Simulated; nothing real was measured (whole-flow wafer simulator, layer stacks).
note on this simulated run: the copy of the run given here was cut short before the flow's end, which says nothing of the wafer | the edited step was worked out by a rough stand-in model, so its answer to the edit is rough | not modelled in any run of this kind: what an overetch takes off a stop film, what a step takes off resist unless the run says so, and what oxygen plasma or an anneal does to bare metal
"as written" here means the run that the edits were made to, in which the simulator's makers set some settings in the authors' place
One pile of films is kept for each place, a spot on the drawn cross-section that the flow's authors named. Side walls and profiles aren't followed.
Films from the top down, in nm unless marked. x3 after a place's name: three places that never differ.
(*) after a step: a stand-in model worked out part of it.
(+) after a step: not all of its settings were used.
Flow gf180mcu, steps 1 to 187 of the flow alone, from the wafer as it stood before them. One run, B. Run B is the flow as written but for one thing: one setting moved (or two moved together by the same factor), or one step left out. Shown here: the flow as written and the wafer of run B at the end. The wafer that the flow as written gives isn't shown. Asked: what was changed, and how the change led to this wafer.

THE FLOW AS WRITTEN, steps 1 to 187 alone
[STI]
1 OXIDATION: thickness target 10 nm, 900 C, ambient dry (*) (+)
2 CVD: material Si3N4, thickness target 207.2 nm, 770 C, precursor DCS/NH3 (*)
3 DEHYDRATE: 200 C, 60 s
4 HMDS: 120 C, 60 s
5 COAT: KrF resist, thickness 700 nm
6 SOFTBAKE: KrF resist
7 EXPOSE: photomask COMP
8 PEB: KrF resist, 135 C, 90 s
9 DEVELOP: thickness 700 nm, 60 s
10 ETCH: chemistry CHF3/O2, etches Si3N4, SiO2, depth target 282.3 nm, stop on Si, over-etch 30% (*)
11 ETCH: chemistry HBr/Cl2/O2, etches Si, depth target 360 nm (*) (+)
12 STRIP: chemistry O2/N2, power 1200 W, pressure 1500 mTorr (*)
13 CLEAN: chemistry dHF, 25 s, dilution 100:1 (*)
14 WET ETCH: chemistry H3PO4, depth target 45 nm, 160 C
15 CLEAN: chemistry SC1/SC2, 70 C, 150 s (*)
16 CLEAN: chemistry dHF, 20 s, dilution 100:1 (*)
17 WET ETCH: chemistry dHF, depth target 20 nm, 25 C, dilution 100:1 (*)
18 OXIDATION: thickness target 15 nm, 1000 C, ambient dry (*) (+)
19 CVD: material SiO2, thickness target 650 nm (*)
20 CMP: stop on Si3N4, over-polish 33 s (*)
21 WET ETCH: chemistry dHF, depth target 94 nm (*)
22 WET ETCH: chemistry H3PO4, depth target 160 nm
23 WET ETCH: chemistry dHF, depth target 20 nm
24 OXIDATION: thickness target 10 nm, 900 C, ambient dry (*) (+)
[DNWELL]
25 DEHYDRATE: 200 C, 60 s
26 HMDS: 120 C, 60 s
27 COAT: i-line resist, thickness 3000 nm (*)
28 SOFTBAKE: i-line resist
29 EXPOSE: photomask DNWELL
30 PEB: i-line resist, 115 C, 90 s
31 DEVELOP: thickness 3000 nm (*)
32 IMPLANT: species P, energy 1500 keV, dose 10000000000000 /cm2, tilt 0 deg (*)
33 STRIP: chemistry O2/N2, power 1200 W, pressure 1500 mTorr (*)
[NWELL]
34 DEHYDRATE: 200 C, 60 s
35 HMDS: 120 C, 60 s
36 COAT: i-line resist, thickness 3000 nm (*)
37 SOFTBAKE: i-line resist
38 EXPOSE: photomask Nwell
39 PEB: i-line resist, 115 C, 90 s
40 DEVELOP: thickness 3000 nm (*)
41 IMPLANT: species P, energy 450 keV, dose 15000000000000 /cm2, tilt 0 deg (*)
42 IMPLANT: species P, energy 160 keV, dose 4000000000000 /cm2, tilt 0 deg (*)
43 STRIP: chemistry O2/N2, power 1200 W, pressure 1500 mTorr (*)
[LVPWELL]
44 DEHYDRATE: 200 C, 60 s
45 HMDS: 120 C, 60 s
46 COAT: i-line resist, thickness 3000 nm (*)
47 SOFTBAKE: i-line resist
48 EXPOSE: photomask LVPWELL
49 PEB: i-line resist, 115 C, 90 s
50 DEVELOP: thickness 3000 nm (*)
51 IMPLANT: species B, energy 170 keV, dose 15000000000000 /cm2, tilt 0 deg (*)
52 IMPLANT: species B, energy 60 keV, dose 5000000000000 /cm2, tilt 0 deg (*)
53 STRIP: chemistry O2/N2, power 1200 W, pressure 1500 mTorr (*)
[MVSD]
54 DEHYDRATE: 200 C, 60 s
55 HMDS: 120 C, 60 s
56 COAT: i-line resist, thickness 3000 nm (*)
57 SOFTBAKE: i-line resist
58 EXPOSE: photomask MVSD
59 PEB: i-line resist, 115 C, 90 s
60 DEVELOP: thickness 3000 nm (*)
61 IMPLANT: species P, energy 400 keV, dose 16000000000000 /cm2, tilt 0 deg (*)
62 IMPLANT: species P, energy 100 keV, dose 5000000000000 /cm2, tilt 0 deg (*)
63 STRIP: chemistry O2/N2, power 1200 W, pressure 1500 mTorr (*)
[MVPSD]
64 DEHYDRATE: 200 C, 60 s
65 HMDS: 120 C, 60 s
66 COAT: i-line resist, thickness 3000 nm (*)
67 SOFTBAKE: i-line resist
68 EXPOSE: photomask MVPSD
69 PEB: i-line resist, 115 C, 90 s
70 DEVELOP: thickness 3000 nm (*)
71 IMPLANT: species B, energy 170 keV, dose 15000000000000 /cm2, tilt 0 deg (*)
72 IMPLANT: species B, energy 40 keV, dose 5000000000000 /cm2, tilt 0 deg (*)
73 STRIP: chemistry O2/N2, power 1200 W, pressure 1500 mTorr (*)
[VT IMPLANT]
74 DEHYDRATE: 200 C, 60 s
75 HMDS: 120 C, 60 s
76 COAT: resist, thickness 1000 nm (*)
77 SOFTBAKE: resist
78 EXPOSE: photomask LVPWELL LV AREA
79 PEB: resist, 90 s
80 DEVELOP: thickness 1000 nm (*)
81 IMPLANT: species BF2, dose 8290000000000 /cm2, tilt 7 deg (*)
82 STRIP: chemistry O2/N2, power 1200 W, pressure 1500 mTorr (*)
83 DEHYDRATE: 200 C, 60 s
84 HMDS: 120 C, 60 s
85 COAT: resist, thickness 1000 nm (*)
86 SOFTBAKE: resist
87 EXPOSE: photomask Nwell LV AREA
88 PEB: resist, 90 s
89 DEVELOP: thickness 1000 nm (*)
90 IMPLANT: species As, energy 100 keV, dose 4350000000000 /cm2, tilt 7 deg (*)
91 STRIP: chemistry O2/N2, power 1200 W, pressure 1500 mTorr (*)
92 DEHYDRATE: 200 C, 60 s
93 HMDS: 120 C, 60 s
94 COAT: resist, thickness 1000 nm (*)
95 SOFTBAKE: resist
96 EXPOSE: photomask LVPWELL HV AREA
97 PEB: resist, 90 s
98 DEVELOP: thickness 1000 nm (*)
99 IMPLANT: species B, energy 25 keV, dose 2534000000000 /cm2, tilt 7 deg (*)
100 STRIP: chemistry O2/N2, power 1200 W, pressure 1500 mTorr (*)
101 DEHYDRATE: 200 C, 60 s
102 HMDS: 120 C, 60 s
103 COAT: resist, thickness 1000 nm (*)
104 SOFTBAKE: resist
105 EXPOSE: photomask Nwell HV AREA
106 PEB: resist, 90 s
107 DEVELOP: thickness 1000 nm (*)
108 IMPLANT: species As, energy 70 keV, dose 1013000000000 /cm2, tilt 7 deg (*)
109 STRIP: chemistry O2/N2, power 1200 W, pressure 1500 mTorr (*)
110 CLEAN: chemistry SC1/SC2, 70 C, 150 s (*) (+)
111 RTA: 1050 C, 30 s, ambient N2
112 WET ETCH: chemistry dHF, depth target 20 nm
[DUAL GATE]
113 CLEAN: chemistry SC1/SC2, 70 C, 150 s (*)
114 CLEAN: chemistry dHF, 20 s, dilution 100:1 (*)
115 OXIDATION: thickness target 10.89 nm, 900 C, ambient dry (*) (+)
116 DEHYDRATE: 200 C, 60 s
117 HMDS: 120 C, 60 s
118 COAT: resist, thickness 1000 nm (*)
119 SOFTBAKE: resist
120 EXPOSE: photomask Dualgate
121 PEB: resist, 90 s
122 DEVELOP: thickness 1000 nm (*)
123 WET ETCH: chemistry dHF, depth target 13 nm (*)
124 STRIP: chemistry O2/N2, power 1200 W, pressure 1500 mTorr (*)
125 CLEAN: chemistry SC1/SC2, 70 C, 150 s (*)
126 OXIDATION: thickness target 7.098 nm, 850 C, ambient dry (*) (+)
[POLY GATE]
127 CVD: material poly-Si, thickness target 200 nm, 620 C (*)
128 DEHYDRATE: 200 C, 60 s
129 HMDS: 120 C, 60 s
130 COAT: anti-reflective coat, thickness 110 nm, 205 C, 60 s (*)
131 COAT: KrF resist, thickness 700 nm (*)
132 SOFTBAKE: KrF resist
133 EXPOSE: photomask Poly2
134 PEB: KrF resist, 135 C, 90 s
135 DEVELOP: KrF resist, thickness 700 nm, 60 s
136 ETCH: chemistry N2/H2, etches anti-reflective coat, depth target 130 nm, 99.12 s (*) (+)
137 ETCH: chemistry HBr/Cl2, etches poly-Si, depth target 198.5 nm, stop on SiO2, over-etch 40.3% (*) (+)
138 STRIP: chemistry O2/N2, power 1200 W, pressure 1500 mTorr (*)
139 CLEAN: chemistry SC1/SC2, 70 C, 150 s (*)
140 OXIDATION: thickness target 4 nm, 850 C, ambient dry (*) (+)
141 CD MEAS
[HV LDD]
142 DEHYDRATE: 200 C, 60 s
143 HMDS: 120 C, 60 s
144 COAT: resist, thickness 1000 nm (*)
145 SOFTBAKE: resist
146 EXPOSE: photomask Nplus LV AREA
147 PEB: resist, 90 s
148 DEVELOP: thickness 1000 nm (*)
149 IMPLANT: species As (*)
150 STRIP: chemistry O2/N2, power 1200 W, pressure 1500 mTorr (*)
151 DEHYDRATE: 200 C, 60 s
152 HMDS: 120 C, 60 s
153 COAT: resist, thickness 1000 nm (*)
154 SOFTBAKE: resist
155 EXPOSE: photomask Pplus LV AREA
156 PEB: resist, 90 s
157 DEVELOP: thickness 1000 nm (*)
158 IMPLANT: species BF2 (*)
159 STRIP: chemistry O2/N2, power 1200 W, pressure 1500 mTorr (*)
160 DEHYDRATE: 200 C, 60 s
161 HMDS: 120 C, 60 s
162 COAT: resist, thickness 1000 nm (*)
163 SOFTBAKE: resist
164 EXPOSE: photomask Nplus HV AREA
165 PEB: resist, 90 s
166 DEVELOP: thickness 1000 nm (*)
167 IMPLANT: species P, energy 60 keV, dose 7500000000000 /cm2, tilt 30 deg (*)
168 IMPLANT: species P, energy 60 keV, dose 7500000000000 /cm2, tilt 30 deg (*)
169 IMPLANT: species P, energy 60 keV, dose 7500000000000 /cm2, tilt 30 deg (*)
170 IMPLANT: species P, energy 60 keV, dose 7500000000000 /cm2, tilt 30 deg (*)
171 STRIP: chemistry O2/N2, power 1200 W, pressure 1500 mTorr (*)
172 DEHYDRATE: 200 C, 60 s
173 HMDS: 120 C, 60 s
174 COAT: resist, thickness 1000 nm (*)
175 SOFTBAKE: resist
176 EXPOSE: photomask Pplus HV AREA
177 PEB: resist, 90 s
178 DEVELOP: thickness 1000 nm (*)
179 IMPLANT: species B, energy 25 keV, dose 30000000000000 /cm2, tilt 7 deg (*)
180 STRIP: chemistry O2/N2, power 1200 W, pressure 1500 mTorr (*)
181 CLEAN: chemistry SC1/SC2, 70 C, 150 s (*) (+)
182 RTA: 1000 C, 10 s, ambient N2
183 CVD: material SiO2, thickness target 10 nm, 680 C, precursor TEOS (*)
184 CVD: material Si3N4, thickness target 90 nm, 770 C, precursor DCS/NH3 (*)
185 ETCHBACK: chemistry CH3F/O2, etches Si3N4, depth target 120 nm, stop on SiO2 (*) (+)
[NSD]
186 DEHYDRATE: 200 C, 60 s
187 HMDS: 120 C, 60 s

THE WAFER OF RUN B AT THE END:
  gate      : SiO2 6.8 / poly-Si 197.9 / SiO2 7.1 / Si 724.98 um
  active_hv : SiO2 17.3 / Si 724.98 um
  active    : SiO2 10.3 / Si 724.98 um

The cause: step 183, CVD: 657 C was run, where the flow has 680 C.

How the change led to this, step by step:
  183 CVD: material SiO2, thickness target 10 nm, 680 C, precursor TEOS (*)
      field, field__w1, field__w2 and 99 more: SiO2 +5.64 (as written it would be: SiO2 +10)
      ld_drift_p: SiO2 +5.57 (as written it would be: SiO2 +9.87)
      (and at 1 more place)
